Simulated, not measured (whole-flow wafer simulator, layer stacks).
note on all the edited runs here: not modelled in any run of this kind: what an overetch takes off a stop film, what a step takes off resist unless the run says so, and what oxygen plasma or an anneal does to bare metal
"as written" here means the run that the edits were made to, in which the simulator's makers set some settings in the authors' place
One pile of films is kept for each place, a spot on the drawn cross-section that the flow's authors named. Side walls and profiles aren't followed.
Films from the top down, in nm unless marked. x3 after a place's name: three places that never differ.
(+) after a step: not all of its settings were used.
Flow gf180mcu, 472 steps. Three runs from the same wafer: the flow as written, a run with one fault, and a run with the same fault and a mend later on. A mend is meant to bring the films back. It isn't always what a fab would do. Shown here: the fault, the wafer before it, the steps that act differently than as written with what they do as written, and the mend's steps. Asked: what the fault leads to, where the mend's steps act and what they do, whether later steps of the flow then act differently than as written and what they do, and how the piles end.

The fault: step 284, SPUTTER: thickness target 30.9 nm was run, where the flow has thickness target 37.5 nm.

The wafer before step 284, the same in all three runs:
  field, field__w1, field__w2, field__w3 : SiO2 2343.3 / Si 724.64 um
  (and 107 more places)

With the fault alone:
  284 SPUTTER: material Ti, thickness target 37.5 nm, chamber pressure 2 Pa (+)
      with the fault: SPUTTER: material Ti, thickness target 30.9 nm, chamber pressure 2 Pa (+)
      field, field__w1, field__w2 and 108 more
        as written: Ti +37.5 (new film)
        with the fault: Ti +30.9 (new film)
  Later steps of the flow that act differently than as written:
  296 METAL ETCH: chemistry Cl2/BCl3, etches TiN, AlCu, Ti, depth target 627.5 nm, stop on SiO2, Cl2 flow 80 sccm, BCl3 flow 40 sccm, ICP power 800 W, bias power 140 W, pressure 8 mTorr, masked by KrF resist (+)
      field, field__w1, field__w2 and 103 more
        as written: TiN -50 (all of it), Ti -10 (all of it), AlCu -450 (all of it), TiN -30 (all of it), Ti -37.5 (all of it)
        with the fault: TiN -50 (all of it), Ti -10 (all of it), AlCu -450 (all of it), TiN -30 (all of it), Ti -30.9 (all of it)
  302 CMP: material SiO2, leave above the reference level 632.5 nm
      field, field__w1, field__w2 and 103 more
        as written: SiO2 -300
        with the fault: SiO2 -306.6
  At the end the piles differ from the flow's by more than 2% or 0.5 nm, whichever is larger, at field__w8, contact, m1, m1__w1, m1_nw.
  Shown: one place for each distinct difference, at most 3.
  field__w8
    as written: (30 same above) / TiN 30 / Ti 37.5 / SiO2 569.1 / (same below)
    with the fault: (30 same above) / TiN 30 / Ti 30.9 / SiO2 569.1 / (same below)
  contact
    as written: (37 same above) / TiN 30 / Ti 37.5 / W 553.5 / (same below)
    with the fault: (37 same above) / TiN 30 / Ti 30.9 / W 553.5 / (same below)

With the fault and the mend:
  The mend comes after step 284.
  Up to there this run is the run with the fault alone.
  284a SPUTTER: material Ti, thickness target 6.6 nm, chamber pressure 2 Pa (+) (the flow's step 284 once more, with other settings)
      field, field__w1, field__w2 and 108 more
        Ti +6.6
  No later step of the flow acts differently than as written at any place that is followed.
  At the end the piles are the same as the flow's at every place that both follow.
